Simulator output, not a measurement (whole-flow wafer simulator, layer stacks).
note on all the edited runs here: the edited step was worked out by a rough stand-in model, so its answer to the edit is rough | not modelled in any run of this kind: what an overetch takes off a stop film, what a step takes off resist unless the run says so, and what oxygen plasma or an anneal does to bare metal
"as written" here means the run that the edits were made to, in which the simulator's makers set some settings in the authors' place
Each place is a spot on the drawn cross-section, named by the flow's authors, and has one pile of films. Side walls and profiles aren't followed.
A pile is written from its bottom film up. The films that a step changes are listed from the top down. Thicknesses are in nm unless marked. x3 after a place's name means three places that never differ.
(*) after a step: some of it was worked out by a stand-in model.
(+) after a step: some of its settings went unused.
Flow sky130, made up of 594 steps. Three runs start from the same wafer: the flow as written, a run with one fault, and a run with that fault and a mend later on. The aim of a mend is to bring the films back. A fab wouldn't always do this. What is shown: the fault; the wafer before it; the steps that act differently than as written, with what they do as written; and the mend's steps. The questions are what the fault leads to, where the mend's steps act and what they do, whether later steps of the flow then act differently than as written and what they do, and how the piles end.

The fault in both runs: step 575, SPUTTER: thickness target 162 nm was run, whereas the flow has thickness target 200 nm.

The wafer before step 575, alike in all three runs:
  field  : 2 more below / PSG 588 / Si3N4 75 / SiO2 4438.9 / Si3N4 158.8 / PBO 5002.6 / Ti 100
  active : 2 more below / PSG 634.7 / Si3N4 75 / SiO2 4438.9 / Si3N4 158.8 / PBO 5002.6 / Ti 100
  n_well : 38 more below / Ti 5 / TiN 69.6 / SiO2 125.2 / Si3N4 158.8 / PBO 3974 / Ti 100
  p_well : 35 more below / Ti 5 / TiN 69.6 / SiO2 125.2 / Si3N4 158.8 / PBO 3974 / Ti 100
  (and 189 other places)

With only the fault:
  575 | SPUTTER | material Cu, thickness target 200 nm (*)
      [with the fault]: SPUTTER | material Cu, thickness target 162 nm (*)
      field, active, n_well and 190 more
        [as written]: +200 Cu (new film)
        [with the fault]: +162 Cu (new film)
  Later steps of the flow acting differently than as written (7 other steps are not shown; they differ only slightly, by no more than 2% or 0.5 nm, whichever is larger):
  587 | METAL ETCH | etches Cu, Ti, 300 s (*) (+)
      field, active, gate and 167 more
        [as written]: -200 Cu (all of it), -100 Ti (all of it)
        [with the fault]: -162 Cu (all of it), -100 Ti (all of it)
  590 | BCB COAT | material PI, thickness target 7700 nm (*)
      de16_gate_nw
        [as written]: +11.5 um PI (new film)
        [with the fault]: +11.47 um PI (new film)
  At mim, sd_hvn, dext_nw_sti and 11 more, the piles at the end differ from the flow's by more than 2% or 0.5 nm, whichever is larger.
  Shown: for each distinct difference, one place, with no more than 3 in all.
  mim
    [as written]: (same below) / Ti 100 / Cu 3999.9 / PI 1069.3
    [with the fault]: (same below) / Ti 100 / Cu 3961.9 / PI 1104.9
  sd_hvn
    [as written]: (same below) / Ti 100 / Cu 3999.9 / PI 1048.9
    [with the fault]: (same below) / Ti 100 / Cu 3961.9 / PI 1085.5
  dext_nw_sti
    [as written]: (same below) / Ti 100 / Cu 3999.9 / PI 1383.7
    [with the fault]: (same below) / Ti 100 / Cu 3961.9 / PI 1417.8

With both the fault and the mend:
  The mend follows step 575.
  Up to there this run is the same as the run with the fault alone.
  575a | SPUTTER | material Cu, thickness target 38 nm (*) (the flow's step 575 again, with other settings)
      field, active, n_well and 190 more
        +38 Cu
  Every later step of the flow that is run acts as written at every place that is followed.
  By the end, the piles equal the flow's at every place that both follow.
